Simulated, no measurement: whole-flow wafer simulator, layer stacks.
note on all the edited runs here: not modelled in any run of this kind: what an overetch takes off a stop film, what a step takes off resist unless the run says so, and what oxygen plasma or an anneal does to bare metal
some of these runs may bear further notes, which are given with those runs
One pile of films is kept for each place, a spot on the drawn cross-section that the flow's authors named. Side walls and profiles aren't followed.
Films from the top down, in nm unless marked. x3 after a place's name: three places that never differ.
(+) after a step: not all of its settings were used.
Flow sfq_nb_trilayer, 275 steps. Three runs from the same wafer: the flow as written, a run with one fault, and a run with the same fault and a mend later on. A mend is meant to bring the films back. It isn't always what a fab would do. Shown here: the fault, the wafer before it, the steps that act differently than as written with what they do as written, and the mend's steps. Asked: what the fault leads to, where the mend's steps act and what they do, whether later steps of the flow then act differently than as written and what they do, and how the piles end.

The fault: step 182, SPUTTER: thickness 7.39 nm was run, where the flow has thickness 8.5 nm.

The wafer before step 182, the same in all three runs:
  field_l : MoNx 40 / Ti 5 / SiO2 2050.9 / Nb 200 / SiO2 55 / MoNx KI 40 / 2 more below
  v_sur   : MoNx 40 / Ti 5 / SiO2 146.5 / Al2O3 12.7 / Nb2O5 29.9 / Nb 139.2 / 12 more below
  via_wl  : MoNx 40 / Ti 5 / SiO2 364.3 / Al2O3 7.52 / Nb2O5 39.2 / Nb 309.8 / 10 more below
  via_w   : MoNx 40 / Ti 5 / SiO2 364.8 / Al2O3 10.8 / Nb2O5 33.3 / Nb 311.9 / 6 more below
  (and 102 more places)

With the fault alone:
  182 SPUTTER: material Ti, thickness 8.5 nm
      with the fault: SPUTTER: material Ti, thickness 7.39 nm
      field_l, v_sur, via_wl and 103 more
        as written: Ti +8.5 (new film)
        with the fault: Ti +7.39 (new film)
  Later steps of the flow that act differently than as written (18 more steps differ only slightly, by at most 2% or 0.5 nm, whichever is larger, and aren't shown):
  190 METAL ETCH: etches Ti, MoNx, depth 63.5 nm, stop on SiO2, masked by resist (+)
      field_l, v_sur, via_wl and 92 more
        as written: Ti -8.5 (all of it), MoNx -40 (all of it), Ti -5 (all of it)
        with the fault: Ti -7.39 (all of it), MoNx -40 (all of it), Ti -5 (all of it)
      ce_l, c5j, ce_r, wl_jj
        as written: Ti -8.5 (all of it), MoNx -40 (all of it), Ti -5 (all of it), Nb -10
        with the fault: Ti -7.39 (all of it), MoNx -40 (all of it), Ti -5 (all of it), Nb -11.1
  At the end the piles differ from the flow's by more than 2% or 0.5 nm, whichever is larger, at be_r, r_sur, res, r_end, r5r_line_l, r5r_line_c, r5r_line_r.
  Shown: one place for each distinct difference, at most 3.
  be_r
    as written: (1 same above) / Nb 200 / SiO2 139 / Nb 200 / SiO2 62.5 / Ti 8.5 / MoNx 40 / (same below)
    with the fault: (1 same above) / Nb 200 / SiO2 140.1 / Nb 200 / SiO2 62.5 / Ti 7.39 / MoNx 40 / (same below)
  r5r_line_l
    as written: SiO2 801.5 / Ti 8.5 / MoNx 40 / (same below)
    with the fault: SiO2 802.6 / Ti 7.39 / MoNx 40 / (same below)
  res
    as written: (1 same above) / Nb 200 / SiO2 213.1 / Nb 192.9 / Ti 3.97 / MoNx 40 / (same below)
    with the fault: (1 same above) / Nb 200 / SiO2 214.2 / Nb 192.9 / Ti 2.86 / MoNx 40 / (same below)

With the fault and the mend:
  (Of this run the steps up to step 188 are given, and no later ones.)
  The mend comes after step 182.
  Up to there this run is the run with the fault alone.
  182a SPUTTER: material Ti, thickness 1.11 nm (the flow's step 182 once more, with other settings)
      field_l, v_sur, via_wl and 103 more
        Ti +1.11
  No later step of the flow up to step 188 acts differently than as written at any place that is followed.
  After step 188 the piles are the same as the flow's at every place that both follow.
